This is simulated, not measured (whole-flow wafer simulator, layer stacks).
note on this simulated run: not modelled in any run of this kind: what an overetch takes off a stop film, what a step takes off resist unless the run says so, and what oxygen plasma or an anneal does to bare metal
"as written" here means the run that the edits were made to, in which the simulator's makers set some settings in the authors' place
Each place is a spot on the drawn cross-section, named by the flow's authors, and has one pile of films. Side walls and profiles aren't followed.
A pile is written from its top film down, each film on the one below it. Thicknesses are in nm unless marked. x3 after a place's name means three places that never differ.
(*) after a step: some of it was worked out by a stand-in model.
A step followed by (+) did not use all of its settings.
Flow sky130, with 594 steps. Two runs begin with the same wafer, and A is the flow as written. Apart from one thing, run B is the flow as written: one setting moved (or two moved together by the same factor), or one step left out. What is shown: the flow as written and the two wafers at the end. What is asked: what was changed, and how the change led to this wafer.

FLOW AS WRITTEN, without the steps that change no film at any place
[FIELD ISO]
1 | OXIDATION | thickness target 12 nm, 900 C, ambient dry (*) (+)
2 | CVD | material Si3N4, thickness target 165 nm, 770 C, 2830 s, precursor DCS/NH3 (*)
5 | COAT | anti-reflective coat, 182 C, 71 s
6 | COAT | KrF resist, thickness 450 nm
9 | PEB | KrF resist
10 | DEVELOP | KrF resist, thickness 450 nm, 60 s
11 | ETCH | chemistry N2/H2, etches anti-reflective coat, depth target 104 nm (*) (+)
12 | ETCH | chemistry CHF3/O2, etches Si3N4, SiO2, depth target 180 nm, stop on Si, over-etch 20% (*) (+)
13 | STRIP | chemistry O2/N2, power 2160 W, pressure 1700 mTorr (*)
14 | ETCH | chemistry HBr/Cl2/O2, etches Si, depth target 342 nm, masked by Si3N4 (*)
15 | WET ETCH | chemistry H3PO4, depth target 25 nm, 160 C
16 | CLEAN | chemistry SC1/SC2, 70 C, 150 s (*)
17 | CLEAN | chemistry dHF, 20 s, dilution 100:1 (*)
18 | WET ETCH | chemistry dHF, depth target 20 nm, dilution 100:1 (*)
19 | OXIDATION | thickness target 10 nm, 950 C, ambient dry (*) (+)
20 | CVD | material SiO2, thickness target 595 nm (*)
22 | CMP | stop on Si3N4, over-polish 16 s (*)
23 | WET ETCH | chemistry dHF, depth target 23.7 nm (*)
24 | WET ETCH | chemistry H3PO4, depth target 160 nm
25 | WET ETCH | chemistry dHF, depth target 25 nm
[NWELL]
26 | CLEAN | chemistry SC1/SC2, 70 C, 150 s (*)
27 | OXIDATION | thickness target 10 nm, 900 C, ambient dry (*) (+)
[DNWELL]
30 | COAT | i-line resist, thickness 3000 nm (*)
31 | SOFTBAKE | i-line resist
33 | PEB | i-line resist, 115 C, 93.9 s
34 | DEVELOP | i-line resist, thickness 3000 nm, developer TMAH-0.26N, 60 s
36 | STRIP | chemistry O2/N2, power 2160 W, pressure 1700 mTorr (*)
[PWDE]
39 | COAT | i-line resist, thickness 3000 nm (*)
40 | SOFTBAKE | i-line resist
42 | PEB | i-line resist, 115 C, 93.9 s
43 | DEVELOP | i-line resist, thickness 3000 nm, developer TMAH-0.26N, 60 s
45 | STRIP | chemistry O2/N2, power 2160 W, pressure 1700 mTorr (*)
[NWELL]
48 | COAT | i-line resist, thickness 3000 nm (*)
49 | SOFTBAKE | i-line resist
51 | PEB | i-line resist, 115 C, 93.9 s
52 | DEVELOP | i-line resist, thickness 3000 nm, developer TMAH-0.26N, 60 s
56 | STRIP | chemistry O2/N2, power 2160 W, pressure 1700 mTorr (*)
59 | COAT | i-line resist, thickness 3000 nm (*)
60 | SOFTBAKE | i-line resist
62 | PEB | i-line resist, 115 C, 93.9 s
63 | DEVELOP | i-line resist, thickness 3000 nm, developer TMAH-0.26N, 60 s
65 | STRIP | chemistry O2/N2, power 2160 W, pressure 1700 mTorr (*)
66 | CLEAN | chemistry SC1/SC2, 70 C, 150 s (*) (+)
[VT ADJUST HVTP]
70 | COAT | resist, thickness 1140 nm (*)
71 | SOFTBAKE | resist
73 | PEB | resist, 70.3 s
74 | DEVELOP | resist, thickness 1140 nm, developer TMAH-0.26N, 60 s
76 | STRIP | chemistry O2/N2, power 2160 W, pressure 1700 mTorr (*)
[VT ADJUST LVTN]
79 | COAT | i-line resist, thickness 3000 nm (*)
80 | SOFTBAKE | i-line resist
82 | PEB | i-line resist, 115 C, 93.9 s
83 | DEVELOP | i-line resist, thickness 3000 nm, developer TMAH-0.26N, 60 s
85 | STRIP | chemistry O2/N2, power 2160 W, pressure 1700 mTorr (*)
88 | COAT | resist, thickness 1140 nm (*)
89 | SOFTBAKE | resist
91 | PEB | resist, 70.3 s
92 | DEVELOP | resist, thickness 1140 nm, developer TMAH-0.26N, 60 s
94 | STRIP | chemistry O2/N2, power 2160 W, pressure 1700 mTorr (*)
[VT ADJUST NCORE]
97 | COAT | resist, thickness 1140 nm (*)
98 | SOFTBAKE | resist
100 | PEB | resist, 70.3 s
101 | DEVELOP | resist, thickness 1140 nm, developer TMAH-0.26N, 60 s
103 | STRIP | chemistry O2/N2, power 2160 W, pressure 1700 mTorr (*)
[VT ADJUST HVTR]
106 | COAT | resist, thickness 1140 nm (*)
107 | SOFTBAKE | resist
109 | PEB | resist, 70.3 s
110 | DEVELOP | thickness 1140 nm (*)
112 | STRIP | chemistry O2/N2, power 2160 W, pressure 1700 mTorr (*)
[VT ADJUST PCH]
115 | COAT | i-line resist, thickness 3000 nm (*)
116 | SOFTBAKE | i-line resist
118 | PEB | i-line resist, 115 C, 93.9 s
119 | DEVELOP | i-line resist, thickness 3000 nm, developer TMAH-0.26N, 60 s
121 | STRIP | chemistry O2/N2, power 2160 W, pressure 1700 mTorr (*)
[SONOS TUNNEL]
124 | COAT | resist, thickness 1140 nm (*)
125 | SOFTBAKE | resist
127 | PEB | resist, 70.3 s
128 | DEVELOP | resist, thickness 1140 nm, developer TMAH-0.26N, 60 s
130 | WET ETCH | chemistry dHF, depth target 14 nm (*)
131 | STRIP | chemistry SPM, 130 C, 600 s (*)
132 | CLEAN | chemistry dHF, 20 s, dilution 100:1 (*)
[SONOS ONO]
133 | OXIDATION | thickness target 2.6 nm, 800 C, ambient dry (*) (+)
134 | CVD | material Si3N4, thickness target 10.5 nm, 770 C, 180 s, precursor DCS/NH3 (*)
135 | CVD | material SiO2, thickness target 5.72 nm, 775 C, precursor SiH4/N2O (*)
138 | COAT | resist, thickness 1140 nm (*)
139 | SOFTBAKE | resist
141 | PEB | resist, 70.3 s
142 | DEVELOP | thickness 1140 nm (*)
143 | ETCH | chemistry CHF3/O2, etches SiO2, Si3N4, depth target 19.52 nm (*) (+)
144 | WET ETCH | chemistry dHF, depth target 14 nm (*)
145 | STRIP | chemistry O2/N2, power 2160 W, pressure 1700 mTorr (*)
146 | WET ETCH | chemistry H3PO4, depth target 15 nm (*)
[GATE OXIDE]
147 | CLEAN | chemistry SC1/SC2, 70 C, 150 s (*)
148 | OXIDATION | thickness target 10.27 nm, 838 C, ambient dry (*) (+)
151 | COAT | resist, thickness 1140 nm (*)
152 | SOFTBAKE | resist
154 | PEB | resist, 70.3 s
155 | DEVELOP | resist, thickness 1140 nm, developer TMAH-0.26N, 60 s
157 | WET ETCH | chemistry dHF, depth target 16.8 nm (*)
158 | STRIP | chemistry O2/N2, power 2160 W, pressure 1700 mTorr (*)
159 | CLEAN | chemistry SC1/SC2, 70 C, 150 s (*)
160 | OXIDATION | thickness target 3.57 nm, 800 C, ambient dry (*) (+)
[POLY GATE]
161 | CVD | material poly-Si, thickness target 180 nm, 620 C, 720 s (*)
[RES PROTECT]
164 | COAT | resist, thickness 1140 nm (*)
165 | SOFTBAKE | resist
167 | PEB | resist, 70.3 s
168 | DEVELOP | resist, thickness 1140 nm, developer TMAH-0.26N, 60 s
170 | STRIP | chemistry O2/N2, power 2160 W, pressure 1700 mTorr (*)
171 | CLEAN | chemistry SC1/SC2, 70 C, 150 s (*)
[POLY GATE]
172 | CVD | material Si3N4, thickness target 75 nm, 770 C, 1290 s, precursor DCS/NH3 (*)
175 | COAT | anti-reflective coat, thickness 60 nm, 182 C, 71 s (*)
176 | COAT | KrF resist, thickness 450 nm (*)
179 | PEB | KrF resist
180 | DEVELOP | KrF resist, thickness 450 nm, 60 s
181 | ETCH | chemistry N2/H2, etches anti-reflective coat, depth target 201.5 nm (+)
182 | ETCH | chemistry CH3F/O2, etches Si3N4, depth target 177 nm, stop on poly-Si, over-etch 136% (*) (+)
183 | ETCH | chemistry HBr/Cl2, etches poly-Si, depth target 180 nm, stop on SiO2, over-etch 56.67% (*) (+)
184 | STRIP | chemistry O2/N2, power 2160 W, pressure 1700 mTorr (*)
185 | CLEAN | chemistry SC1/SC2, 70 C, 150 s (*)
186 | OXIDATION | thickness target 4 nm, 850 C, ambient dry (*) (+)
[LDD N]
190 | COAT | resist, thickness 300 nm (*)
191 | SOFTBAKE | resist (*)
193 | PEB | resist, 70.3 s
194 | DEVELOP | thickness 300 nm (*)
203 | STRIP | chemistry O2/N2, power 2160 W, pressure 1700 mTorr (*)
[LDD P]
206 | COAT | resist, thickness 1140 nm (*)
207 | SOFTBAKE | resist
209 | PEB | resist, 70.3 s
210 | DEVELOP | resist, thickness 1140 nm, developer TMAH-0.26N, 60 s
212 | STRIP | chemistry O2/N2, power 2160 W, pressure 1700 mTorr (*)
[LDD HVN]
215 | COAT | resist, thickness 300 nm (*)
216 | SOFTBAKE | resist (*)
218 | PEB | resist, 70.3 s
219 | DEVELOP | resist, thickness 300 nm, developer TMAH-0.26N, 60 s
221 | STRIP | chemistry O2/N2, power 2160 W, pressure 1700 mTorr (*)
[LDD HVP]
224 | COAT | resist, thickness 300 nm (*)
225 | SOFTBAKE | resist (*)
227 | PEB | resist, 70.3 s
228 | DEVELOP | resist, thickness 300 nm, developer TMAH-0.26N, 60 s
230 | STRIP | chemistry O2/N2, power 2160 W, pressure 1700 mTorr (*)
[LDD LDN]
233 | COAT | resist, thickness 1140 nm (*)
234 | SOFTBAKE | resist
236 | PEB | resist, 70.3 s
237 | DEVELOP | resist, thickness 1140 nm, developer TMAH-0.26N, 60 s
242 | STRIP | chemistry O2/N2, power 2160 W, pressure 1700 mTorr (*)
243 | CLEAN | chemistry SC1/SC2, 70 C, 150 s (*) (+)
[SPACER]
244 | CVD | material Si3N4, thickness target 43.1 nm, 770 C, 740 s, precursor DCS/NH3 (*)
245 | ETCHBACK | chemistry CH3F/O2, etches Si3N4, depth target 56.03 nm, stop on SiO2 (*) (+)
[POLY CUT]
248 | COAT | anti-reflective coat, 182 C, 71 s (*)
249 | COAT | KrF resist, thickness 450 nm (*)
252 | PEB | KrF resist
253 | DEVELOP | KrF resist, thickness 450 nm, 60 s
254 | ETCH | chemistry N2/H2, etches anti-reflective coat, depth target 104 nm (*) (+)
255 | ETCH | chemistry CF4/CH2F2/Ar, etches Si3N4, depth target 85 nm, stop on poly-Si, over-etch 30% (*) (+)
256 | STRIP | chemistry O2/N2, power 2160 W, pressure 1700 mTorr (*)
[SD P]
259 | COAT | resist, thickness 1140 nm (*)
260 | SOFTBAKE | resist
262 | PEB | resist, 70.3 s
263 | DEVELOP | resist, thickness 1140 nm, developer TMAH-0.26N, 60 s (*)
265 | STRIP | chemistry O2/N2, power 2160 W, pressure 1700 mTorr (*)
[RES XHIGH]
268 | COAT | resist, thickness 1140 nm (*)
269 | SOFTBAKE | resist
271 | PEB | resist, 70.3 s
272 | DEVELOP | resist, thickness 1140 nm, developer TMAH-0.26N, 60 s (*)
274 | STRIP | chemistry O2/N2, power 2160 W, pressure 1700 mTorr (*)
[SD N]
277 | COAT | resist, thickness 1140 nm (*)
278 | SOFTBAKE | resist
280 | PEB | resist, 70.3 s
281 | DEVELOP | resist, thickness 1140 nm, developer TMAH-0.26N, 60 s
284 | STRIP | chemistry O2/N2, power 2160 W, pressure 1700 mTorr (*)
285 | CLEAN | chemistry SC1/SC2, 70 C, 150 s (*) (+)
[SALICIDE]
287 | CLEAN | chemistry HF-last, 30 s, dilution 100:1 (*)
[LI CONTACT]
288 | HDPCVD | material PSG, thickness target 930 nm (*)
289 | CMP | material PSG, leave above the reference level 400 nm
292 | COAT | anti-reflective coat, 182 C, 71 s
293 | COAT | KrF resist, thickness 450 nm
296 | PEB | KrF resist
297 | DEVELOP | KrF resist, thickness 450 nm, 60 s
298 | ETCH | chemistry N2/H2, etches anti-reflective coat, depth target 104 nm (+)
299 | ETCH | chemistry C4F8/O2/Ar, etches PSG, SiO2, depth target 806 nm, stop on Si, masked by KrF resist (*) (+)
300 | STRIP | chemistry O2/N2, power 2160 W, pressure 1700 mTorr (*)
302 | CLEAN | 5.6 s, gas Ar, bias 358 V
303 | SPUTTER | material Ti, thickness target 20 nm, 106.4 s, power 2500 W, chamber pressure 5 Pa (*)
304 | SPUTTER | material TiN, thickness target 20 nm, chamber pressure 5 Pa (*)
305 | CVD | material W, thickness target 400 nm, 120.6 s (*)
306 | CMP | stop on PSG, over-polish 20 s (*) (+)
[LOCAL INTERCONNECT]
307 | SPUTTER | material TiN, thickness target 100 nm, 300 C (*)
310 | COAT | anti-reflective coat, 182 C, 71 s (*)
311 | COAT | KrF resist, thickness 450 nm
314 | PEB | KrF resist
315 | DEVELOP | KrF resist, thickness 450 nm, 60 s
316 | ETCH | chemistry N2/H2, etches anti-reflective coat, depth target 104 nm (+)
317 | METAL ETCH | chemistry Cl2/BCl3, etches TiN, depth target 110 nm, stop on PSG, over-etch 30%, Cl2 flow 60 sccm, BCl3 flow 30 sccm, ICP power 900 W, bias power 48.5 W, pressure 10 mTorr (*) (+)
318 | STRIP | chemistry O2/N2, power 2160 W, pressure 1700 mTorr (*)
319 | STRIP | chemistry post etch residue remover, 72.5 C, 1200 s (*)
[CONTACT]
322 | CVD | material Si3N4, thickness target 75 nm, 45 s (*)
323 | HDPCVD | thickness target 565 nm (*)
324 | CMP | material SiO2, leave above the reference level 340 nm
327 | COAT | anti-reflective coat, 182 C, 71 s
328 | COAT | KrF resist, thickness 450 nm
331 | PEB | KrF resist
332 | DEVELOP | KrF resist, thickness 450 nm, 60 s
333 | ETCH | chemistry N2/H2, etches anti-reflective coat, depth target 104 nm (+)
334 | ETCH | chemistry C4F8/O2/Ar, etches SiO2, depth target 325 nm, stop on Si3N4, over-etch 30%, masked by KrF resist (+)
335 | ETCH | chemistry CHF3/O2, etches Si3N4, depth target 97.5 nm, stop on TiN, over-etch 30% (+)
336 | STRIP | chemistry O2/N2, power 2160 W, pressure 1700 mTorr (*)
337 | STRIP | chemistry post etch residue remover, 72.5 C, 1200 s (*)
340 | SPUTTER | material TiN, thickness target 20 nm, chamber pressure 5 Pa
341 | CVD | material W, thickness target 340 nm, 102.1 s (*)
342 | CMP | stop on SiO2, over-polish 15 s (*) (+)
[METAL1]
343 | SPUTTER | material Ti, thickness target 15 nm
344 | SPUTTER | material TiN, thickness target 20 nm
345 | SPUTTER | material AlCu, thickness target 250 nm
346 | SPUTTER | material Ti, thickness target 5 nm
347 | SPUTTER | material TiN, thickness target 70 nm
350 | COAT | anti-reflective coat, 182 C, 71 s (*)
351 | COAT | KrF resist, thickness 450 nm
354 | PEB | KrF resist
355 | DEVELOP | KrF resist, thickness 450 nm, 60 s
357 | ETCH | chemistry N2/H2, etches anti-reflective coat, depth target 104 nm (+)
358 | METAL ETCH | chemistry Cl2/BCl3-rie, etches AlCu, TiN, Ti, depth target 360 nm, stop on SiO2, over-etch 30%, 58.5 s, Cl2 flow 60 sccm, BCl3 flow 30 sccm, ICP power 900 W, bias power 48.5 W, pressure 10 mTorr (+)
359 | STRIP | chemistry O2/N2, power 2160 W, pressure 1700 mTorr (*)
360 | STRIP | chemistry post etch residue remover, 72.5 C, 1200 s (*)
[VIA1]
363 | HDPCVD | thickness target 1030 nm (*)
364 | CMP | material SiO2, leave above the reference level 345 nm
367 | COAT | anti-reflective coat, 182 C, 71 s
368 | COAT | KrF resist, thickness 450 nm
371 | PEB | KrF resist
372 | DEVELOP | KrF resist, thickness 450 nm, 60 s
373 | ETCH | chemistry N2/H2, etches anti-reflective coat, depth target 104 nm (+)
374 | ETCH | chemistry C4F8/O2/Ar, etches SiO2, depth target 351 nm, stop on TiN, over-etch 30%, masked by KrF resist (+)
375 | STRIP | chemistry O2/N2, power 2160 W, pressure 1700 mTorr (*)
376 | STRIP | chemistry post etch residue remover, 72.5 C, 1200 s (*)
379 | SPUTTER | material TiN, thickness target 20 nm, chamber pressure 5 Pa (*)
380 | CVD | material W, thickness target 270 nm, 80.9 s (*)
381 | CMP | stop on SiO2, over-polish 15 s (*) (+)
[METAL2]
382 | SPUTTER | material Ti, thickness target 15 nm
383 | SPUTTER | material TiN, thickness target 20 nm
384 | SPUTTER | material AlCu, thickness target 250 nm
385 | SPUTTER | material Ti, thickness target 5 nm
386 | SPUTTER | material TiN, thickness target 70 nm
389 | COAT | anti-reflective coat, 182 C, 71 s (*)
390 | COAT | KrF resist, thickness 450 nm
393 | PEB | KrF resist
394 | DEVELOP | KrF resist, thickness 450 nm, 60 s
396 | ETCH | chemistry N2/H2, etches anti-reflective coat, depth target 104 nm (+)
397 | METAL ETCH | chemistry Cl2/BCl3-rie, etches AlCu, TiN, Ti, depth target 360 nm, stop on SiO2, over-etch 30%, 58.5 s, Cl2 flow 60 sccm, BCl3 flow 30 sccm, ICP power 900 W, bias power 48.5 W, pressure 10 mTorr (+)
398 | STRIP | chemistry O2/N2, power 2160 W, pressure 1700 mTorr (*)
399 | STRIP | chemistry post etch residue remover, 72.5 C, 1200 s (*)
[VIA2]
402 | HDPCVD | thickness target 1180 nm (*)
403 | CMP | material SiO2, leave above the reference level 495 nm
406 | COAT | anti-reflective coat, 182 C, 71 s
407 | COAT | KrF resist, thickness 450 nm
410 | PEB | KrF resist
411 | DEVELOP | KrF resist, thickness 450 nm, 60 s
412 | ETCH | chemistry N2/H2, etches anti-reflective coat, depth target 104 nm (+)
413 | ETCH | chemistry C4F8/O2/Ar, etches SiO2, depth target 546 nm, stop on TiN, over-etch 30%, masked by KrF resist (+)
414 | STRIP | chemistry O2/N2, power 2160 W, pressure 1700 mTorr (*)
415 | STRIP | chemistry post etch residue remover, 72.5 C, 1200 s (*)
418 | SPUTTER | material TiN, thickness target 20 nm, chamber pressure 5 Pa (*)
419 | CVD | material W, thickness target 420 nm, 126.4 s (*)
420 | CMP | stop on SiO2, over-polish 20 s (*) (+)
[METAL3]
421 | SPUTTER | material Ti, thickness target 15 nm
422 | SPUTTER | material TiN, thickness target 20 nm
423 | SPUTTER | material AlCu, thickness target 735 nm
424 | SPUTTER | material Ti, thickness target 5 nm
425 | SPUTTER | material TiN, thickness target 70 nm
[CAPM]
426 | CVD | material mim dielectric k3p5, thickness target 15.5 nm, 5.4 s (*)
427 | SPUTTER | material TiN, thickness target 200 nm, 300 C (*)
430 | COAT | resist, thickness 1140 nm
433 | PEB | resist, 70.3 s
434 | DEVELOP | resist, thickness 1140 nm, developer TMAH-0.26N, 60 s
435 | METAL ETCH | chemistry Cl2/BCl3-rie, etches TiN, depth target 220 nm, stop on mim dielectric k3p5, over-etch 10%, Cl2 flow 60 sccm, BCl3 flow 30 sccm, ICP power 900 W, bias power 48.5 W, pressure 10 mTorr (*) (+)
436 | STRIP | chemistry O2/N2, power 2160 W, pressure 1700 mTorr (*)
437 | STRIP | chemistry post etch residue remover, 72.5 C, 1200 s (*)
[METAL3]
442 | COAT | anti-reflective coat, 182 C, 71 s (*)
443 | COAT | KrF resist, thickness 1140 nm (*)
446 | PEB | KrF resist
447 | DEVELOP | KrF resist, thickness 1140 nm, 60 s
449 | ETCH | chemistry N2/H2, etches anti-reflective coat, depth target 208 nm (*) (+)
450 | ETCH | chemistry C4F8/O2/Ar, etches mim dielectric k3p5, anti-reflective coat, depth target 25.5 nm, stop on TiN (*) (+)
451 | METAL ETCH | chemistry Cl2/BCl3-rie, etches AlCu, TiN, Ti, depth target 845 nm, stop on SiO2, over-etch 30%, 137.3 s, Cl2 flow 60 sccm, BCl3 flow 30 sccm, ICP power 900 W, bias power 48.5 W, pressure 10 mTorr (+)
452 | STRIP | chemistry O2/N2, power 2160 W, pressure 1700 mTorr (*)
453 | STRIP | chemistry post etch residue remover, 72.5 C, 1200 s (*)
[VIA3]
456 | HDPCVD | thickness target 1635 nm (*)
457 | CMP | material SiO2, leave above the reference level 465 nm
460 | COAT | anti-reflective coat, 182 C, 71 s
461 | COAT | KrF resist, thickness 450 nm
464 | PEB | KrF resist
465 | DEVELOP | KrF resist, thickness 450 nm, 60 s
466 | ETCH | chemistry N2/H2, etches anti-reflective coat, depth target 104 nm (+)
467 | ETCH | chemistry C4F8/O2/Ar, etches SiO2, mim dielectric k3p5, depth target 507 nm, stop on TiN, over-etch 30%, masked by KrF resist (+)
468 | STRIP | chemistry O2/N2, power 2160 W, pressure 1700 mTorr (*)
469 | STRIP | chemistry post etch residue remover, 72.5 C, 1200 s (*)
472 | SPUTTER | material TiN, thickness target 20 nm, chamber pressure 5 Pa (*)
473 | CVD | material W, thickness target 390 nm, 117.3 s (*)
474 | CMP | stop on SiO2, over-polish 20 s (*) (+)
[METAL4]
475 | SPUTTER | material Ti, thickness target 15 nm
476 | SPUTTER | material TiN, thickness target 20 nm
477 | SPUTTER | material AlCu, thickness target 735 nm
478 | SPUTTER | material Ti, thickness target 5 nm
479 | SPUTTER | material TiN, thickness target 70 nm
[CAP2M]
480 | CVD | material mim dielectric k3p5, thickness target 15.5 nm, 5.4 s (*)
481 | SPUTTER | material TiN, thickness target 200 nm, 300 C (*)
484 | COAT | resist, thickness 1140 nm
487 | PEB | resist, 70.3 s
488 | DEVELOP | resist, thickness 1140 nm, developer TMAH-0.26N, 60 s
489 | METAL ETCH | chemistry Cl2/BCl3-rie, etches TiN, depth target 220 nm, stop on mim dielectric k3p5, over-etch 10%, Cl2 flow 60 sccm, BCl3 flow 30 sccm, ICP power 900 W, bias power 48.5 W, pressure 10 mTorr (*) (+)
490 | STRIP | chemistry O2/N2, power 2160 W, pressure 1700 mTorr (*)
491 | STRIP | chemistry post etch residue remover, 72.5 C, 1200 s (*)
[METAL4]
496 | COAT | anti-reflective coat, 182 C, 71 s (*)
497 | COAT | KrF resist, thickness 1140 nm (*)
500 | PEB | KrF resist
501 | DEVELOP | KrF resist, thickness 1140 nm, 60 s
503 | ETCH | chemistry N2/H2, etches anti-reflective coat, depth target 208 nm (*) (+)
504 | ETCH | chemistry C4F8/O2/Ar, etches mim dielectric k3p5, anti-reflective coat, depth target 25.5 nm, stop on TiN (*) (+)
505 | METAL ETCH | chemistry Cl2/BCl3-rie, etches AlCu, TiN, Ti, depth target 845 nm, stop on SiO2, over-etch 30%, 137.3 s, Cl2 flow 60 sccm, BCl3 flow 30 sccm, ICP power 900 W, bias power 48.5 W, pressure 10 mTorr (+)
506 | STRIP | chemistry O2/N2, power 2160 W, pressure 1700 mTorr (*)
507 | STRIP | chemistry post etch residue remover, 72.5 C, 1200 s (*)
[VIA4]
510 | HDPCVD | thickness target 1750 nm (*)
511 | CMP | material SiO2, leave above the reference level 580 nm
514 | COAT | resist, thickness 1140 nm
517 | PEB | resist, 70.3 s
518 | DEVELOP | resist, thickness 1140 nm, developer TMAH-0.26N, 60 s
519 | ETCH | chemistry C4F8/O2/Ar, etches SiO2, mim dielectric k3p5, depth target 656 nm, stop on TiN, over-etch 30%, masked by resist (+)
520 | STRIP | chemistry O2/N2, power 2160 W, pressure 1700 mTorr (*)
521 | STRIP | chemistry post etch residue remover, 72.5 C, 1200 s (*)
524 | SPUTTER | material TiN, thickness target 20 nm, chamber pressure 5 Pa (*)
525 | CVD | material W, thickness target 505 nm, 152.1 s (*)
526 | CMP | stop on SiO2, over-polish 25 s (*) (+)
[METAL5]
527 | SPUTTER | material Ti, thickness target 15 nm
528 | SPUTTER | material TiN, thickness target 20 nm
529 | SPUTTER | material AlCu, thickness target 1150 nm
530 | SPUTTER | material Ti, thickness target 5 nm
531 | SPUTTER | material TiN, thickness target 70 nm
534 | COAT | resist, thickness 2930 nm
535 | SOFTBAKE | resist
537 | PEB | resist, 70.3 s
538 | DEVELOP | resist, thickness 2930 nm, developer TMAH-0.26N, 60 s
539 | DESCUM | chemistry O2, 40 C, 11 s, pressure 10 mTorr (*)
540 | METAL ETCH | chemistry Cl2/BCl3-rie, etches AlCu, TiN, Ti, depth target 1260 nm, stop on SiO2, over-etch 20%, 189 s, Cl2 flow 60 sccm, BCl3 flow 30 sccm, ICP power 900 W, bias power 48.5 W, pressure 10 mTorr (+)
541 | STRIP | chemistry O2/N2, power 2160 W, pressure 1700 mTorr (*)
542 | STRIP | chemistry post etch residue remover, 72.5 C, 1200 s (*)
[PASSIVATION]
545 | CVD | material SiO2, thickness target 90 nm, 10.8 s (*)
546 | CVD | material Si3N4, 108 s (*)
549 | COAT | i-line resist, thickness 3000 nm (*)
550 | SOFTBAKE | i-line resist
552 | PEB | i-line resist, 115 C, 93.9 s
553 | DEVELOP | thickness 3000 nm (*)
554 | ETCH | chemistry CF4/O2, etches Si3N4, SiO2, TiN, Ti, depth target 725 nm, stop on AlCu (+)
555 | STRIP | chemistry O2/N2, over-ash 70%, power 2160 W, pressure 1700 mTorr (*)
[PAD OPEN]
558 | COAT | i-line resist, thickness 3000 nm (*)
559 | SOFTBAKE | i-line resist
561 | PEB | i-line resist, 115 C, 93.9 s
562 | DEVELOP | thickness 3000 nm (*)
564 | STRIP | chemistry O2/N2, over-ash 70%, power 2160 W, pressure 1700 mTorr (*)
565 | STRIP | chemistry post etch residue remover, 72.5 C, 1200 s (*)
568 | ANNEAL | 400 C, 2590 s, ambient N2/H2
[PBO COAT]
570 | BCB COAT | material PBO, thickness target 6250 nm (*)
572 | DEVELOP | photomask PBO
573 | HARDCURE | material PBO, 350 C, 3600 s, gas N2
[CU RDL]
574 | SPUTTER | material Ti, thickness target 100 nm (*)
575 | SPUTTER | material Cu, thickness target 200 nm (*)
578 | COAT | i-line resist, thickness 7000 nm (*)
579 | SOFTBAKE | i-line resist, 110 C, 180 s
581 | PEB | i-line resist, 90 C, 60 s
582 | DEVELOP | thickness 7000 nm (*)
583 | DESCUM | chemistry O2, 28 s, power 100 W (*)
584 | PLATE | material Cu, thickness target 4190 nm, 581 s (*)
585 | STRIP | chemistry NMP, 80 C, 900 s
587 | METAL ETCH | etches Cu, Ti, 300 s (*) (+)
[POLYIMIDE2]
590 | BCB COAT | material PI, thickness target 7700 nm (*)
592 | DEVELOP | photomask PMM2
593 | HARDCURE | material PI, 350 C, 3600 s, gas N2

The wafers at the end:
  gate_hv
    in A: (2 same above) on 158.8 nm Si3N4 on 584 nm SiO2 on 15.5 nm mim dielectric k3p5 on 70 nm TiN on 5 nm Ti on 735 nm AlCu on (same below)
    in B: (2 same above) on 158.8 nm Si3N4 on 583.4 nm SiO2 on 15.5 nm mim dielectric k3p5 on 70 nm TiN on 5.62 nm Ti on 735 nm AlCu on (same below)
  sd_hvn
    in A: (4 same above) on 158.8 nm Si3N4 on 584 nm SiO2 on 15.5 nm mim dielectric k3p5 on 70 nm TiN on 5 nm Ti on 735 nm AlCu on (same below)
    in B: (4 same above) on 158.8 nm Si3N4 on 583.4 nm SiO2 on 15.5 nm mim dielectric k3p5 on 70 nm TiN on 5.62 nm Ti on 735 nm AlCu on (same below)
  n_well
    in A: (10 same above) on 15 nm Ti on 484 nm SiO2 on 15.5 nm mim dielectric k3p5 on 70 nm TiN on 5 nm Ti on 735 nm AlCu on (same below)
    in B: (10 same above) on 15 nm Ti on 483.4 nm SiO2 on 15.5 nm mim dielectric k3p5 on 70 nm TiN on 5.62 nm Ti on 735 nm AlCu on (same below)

What caused this: step 478, SPUTTER: thickness target 5.62 nm was run, while the flow as written has thickness target 5 nm.
One can read it off the wafer: gate_hv has Ti 5.62, and step 478 as written asks for 5 nm.

The path from the change to this, step by step:
  478 | SPUTTER | material Ti, thickness target 5 nm
      field, active, n_well and 189 more: A +5 Ti (new film) | B +5.62 Ti (new film)
  505 | METAL ETCH | chemistry Cl2/BCl3-rie, etches AlCu, TiN, Ti, depth target 845 nm, stop on SiO2, over-etch 30%, 137.3 s, Cl2 flow 60 sccm, BCl3 flow 30 sccm, ICP power 900 W, bias power 48.5 W, pressure 10 mTorr (+)
      field, gate, spacer and 68 more: A -70 TiN (all of it), -5 Ti (all of it), -735 AlCu (all of it), -20 TiN (all of it), -15 Ti (all of it), -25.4 SiO2 | B -70 TiN (all of it), -5.62 Ti (all of it), -735 AlCu (all of it), -20 TiN (all of it), -15 Ti (all of it), -25.3 SiO2
      active, vpp_iso1, mim_edge_plate and 14 more: A -70 TiN (all of it), -5 Ti (all of it), -735 AlCu (all of it), -20 TiN (all of it), -15 Ti (all of it), -25.3 SiO2 | B -70 TiN (all of it), -5.62 Ti (all of it), -735 AlCu (all of it), -20 TiN (all of it), -15 Ti (all of it), -25.3 SiO2
